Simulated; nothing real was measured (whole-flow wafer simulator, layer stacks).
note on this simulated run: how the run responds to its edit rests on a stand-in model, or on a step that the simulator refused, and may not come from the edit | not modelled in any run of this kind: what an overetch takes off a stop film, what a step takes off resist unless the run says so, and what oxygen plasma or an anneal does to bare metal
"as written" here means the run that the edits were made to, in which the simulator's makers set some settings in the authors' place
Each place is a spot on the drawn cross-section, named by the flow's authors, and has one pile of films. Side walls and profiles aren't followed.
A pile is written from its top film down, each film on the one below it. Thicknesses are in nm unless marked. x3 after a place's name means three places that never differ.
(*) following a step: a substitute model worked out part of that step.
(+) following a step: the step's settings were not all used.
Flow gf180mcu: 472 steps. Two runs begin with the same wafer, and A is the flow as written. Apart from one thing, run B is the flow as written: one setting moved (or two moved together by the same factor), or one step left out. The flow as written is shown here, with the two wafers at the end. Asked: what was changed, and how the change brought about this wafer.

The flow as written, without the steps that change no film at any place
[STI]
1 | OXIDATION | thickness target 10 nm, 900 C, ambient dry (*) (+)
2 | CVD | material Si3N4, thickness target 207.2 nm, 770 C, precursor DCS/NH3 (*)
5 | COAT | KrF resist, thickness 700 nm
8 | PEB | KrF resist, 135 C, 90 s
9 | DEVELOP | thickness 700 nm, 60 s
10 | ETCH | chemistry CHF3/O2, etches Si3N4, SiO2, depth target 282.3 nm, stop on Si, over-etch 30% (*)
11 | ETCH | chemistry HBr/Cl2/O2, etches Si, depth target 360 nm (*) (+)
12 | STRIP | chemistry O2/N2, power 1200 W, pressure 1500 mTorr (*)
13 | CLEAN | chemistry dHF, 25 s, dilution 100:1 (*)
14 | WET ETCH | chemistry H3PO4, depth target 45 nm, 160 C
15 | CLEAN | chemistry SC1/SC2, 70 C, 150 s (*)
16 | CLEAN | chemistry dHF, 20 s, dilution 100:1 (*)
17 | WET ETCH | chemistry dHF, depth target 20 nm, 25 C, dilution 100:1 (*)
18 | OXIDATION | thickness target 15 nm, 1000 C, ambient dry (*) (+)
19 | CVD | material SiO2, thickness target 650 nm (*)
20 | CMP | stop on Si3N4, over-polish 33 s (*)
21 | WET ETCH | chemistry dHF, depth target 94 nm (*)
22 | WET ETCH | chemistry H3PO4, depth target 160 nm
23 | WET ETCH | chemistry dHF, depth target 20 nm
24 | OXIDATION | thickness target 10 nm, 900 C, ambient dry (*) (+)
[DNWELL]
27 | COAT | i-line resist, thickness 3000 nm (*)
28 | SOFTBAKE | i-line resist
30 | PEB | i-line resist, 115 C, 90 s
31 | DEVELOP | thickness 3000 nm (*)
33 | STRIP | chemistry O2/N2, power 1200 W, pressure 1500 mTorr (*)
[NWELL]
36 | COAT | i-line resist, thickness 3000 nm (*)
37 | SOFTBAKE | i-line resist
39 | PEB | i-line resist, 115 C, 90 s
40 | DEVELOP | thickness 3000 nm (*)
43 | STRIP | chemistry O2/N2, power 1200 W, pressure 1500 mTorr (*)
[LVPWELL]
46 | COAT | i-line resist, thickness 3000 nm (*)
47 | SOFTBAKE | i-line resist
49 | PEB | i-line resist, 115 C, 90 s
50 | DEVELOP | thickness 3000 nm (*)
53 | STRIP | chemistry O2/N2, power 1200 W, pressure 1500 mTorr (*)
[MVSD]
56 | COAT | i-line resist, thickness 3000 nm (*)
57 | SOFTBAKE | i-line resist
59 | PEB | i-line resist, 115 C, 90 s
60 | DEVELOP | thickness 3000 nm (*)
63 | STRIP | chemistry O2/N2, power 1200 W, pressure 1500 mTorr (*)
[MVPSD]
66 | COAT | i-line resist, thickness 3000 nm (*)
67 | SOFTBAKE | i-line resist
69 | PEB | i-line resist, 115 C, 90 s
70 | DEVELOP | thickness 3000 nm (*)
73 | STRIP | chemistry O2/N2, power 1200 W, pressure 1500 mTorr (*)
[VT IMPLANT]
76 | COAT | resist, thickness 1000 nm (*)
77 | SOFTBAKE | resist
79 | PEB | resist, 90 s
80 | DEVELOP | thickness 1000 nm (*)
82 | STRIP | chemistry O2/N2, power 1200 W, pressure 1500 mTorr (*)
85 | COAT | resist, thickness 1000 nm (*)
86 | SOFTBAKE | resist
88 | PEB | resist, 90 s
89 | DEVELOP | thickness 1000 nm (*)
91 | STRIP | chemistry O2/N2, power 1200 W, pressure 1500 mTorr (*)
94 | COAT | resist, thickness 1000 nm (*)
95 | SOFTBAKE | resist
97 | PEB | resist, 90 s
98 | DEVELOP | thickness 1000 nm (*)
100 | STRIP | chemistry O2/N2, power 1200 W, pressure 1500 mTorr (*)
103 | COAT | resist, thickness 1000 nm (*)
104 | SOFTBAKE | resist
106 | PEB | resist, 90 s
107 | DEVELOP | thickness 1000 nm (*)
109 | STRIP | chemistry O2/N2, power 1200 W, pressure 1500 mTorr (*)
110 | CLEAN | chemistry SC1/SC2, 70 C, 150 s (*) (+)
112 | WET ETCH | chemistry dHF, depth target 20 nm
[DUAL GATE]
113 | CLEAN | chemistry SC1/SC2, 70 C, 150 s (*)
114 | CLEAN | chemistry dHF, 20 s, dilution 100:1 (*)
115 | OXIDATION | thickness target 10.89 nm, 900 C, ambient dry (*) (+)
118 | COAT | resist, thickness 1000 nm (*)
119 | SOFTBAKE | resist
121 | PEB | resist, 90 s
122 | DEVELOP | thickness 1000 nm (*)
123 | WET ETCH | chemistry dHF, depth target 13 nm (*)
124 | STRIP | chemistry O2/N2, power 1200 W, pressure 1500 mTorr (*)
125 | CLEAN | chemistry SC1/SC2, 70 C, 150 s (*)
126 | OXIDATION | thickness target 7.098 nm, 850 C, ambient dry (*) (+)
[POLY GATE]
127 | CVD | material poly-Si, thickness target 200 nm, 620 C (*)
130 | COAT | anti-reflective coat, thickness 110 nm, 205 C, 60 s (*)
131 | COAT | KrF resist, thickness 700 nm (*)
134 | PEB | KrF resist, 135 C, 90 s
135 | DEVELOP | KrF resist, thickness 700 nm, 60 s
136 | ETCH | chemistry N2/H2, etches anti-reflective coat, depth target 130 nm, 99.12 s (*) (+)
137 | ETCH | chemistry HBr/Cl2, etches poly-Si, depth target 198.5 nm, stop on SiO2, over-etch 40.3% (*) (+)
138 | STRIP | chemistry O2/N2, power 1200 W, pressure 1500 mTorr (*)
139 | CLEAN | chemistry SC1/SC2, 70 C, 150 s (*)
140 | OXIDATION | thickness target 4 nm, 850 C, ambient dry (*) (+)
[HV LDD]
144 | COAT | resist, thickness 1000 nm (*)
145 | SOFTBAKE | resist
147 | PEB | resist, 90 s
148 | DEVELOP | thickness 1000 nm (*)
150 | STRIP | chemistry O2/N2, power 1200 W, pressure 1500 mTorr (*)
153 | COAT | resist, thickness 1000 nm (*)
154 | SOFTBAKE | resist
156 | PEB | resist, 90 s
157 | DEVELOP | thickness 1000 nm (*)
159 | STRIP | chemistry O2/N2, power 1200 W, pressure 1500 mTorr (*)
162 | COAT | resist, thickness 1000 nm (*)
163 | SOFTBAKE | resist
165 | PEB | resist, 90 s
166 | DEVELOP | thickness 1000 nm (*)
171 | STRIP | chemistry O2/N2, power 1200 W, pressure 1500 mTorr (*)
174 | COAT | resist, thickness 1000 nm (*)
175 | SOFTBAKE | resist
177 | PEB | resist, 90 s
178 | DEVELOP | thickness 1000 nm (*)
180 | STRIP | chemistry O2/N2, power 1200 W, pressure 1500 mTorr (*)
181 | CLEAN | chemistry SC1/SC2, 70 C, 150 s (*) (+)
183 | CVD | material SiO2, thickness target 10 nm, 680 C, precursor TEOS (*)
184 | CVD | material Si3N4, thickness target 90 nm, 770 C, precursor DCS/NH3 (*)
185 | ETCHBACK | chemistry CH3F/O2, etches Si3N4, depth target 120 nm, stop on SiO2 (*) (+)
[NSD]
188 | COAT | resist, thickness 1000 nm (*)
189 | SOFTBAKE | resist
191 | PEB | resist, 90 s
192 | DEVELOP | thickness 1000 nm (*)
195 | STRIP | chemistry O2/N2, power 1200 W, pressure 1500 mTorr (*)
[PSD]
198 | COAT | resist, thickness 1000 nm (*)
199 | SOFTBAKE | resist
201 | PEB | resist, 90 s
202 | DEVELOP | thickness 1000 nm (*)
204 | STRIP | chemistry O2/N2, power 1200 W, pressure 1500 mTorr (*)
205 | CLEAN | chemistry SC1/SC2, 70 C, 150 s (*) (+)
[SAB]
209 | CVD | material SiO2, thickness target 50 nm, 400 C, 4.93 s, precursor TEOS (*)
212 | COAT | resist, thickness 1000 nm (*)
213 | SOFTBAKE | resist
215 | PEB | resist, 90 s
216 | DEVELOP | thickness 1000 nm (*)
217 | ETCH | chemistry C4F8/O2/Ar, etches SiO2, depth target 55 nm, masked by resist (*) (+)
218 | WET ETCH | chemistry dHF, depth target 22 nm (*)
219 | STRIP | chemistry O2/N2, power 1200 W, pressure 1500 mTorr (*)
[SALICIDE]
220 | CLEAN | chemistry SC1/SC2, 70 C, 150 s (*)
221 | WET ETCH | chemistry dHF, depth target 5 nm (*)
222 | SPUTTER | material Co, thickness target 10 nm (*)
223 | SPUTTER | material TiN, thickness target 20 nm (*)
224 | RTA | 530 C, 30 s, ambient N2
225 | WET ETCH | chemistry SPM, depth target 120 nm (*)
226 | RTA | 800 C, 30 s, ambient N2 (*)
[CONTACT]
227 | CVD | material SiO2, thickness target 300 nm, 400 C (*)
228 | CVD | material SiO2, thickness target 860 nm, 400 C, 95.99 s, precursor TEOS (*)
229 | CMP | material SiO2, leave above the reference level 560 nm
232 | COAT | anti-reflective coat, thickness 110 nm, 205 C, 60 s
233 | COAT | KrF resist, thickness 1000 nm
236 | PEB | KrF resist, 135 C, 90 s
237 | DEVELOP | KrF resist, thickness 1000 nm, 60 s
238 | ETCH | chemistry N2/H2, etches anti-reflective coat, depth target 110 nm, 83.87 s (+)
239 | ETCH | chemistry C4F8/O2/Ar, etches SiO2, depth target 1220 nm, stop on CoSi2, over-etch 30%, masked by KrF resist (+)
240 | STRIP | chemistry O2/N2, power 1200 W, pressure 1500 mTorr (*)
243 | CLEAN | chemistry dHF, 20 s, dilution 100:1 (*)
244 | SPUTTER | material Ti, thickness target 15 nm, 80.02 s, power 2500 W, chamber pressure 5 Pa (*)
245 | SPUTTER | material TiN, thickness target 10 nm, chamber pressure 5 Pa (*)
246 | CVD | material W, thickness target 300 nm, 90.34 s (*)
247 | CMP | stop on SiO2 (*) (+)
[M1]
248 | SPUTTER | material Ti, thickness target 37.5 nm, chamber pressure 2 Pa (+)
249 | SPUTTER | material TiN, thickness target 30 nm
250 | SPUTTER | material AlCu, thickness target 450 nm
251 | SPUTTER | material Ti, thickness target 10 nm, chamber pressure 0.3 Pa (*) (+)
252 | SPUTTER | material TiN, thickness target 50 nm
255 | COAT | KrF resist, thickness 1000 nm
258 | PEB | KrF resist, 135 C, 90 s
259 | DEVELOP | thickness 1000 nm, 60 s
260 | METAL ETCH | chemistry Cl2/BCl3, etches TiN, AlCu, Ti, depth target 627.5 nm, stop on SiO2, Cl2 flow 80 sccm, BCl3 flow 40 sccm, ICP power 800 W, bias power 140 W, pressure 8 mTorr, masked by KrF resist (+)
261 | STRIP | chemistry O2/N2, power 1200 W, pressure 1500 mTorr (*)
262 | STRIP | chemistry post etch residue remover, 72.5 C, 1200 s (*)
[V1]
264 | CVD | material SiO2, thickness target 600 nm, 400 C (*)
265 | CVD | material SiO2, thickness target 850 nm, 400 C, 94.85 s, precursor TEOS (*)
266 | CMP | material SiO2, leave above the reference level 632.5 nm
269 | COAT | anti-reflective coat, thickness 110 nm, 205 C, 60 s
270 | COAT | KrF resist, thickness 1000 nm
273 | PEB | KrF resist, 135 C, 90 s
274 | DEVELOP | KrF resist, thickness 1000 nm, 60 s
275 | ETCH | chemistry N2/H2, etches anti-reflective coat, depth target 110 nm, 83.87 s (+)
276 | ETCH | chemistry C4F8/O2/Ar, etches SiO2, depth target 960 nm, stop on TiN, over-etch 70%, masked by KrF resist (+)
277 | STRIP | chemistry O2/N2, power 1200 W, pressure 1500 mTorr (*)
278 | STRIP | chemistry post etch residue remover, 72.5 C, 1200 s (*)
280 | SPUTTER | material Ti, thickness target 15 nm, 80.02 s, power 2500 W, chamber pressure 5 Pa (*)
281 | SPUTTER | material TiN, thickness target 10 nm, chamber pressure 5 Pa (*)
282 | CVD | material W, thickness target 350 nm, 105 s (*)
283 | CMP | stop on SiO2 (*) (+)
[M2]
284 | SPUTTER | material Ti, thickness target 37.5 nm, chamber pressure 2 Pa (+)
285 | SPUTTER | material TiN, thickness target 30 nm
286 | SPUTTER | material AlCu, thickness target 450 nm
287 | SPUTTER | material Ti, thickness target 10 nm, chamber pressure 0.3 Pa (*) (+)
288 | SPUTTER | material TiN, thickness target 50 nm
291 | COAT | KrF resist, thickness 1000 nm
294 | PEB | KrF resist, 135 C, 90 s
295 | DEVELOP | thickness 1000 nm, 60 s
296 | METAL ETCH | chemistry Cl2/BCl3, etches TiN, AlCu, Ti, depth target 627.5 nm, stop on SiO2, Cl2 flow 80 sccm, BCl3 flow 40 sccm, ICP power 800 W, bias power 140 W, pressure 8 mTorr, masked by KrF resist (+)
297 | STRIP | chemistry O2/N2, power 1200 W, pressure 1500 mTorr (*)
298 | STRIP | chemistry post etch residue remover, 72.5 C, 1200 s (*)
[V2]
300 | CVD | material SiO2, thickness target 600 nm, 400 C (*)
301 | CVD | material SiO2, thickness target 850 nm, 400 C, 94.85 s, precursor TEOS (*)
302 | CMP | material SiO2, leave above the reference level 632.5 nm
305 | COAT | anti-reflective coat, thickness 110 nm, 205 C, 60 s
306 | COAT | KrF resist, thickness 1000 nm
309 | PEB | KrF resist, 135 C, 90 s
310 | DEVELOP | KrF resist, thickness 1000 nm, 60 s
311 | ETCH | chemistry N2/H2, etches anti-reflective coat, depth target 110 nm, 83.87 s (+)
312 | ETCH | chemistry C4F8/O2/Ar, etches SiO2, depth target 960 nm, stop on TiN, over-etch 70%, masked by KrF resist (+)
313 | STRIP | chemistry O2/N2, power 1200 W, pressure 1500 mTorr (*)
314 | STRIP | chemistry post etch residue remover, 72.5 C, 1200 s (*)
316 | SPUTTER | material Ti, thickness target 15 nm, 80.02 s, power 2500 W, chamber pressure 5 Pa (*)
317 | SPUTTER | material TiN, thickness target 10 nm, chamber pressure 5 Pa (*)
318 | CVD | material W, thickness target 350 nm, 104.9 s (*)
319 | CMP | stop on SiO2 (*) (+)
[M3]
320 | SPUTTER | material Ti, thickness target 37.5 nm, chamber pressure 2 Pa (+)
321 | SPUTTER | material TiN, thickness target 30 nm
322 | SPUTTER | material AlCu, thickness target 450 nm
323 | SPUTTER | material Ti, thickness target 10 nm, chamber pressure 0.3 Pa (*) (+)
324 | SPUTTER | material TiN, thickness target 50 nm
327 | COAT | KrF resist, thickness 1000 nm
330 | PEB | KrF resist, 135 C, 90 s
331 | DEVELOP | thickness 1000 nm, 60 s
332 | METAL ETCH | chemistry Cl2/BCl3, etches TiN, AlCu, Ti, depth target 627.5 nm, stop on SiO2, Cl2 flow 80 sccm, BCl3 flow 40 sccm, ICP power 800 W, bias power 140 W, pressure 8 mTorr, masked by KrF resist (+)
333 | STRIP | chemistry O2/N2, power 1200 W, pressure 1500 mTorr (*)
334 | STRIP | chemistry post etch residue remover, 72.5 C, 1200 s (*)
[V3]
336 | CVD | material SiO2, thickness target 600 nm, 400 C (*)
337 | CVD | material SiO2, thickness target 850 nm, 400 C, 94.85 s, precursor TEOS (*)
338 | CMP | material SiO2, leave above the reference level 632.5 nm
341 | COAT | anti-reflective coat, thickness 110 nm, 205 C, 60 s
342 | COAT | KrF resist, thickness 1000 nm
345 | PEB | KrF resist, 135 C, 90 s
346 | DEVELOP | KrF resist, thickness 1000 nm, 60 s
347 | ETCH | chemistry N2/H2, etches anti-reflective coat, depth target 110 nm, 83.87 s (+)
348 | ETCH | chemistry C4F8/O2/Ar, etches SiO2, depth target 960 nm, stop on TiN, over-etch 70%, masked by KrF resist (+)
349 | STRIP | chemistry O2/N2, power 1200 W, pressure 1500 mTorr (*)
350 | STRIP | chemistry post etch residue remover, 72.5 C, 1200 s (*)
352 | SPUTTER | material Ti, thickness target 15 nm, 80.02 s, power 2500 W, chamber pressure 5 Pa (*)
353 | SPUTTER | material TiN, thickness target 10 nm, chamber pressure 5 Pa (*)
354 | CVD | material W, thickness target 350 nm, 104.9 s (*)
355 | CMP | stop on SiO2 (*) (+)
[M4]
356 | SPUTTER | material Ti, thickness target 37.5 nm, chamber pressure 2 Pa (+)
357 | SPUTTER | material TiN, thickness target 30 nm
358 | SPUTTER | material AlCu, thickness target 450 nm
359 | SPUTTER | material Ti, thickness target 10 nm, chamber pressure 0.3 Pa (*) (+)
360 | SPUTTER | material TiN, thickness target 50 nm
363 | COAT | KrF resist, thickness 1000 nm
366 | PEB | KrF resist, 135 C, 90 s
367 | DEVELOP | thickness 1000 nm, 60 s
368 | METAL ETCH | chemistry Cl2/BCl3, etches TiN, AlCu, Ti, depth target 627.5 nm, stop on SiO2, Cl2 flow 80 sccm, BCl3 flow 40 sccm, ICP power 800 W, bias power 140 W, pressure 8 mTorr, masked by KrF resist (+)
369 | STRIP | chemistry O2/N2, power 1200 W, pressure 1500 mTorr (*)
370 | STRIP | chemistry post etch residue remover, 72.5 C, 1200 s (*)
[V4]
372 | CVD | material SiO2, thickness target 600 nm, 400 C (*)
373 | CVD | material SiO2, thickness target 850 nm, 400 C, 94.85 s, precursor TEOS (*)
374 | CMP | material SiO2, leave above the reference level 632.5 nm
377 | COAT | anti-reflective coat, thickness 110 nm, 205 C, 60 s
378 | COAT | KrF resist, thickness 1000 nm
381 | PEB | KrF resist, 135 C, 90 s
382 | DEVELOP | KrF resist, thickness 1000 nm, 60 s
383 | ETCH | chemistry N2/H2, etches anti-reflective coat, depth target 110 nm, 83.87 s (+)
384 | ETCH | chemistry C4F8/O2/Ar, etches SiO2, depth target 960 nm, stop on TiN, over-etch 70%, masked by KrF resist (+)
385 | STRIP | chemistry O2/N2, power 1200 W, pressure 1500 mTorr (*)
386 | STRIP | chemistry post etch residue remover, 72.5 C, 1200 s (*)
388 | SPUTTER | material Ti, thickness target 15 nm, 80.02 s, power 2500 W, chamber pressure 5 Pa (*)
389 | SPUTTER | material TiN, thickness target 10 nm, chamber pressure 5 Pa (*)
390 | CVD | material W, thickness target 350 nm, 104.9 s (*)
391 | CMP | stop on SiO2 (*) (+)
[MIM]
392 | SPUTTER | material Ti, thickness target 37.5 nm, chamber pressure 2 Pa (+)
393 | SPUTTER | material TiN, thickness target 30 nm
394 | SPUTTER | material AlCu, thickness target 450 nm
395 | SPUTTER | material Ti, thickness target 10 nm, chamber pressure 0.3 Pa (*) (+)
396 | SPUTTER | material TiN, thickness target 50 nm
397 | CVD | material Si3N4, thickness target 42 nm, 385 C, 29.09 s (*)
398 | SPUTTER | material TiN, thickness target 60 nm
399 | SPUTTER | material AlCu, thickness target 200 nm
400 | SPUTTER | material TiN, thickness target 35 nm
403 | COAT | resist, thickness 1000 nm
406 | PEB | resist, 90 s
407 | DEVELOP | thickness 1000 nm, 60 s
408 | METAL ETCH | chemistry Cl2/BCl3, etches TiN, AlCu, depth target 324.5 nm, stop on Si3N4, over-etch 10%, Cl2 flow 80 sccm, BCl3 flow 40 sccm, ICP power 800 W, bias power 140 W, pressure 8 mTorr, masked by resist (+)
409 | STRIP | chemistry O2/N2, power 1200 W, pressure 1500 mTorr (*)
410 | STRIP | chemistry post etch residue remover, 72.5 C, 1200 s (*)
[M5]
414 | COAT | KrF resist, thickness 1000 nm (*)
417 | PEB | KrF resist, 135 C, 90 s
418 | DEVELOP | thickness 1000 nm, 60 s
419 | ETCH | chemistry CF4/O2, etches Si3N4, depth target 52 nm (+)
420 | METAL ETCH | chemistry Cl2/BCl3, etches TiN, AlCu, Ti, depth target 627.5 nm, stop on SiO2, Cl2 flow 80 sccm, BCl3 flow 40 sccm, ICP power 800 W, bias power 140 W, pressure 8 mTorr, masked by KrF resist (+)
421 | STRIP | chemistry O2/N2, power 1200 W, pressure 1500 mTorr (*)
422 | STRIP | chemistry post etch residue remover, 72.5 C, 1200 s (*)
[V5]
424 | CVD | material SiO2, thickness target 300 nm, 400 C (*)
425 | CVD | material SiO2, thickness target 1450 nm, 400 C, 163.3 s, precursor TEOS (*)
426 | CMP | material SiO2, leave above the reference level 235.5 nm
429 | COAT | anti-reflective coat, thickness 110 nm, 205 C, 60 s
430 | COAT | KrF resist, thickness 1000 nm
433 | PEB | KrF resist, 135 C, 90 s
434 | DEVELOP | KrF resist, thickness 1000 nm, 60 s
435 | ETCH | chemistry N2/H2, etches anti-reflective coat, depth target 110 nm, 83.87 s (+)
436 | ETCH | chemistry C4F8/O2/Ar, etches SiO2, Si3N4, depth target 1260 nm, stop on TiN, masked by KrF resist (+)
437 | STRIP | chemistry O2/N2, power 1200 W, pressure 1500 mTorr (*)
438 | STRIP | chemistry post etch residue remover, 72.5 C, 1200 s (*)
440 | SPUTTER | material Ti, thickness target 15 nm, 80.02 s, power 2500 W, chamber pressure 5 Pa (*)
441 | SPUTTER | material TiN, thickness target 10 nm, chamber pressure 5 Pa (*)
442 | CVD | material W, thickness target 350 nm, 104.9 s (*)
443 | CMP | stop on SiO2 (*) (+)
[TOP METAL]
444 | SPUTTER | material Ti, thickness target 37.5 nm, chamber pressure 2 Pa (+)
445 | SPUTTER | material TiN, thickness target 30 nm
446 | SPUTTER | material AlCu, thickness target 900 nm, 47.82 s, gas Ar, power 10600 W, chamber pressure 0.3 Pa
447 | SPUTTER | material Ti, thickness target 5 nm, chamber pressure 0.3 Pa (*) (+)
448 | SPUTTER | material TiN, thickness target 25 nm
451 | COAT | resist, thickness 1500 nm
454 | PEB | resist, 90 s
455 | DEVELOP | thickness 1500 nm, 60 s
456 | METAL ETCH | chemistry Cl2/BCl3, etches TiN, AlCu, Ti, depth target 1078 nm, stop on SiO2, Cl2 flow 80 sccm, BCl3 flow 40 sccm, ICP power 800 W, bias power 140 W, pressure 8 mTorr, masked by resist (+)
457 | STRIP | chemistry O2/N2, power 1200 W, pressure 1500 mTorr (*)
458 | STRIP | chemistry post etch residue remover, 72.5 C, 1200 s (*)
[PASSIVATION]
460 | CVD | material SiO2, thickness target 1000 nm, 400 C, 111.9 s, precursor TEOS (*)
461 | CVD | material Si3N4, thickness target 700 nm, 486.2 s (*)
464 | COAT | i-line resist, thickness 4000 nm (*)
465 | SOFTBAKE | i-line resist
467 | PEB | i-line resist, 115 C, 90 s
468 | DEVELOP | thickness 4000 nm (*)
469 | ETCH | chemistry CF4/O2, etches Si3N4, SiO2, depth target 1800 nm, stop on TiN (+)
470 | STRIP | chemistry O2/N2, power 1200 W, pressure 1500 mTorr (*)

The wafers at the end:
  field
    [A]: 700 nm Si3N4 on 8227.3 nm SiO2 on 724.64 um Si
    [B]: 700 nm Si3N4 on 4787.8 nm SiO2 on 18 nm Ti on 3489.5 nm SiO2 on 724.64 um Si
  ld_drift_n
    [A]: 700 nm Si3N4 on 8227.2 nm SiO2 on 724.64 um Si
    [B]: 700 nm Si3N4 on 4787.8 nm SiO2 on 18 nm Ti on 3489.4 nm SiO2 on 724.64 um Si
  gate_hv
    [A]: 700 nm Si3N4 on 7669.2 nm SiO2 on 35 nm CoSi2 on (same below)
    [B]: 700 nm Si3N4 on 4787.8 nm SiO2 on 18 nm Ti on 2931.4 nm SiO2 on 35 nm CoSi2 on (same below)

The reason: step 322, SPUTTER: thickness target 518 nm was run, while the flow as written has thickness target 450 nm.

Step by step, how the change led to this:
  322 | SPUTTER | material AlCu, thickness target 450 nm
      field, field__w1, field__w2 and 108 more: A +450 AlCu (new film) | B +518 AlCu (new film)
  332 | METAL ETCH | chemistry Cl2/BCl3, etches TiN, AlCu, Ti, depth target 627.5 nm, stop on SiO2, Cl2 flow 80 sccm, BCl3 flow 40 sccm, ICP power 800 W, bias power 140 W, pressure 8 mTorr, masked by KrF resist (+)
      field, field__w1, field__w2 and 103 more: A -50 TiN (all of it), -10 Ti (all of it), -450 AlCu (all of it), -30 TiN (all of it), -37.5 Ti (all of it) | B -50 TiN (all of it), -10 Ti (all of it), -518 AlCu (all of it), -30 TiN (all of it), -19.5 Ti
  336 | CVD | material SiO2, thickness target 600 nm, 400 C (*)
      field, field__w1, field__w2 and 103 more: A +600 SiO2 | B +600 SiO2 (new film)
  338 | CMP | material SiO2, leave above the reference level 632.5 nm
      field, field__w1, field__w2 and 103 more: A -300 SiO2 | B -250 SiO2
If metal films that touch count as one body, field has 1 body; the flow as written gives 0 bodies.
If metal films that touch count as one body, ld_drift_n has 1 body; the flow as written gives 0 bodies.
If metal films that touch count as one body, gate_hv has 2 bodies (between them, from the top down: SiO2 2931.4); the flow as written gives 1 body.
